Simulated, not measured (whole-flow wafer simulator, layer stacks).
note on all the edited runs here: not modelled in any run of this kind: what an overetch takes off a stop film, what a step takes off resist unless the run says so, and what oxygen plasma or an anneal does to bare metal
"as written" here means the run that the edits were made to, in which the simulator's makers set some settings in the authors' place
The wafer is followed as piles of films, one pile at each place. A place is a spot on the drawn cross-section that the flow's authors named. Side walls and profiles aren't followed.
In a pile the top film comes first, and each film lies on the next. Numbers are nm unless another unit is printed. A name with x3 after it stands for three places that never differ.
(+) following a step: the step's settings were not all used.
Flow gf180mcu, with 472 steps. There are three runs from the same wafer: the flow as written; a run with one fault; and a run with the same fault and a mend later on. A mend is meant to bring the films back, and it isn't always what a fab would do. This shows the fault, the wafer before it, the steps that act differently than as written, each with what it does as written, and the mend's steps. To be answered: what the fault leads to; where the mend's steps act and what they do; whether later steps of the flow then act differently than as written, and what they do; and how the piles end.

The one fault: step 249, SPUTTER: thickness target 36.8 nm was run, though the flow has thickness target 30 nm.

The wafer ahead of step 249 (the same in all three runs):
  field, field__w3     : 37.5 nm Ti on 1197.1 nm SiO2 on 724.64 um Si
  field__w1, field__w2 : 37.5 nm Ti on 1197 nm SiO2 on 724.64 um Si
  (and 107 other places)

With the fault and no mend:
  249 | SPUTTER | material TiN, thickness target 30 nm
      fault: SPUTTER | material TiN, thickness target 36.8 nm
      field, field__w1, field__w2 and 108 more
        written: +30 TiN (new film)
        fault: +36.8 TiN (new film)
  Steps later in the flow that act otherwise than as written:
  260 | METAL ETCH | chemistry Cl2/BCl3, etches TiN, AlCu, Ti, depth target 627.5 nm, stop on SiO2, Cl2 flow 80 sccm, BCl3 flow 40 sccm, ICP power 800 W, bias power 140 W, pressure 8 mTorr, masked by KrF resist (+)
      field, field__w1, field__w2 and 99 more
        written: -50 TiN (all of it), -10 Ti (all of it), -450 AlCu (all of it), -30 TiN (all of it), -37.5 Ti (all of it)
        fault: -50 TiN (all of it), -10 Ti (all of it), -450 AlCu (all of it), -36.8 TiN (all of it), -37.5 Ti (all of it)
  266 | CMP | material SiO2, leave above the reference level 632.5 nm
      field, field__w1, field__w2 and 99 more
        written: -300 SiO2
        fault: -293.2 SiO2
  The piles end different from the flow's at field__w8, contact, m1 and 6 more by more than 2% or 0.5 nm, whichever is larger.
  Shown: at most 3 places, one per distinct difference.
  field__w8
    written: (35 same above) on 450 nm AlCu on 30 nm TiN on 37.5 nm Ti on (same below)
    fault: (35 same above) on 450 nm AlCu on 36.8 nm TiN on 37.5 nm Ti on (same below)
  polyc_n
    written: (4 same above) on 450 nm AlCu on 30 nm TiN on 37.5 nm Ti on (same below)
    fault: (4 same above) on 450 nm AlCu on 36.8 nm TiN on 37.5 nm Ti on (same below)
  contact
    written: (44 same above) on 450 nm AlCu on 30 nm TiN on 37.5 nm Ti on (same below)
    fault: (44 same above) on 450 nm AlCu on 36.8 nm TiN on 37.5 nm Ti on (same below)

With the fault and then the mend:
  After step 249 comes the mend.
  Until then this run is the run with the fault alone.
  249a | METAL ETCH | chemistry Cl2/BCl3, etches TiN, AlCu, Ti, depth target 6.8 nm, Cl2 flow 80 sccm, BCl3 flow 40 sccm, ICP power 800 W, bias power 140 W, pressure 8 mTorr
      field, field__w1, field__w2 and 108 more
        -6.8 TiN
  None of the later steps of the flow acts differently than as written at any place that is followed.
  The piles end the same as the flow's at every place that both follow.
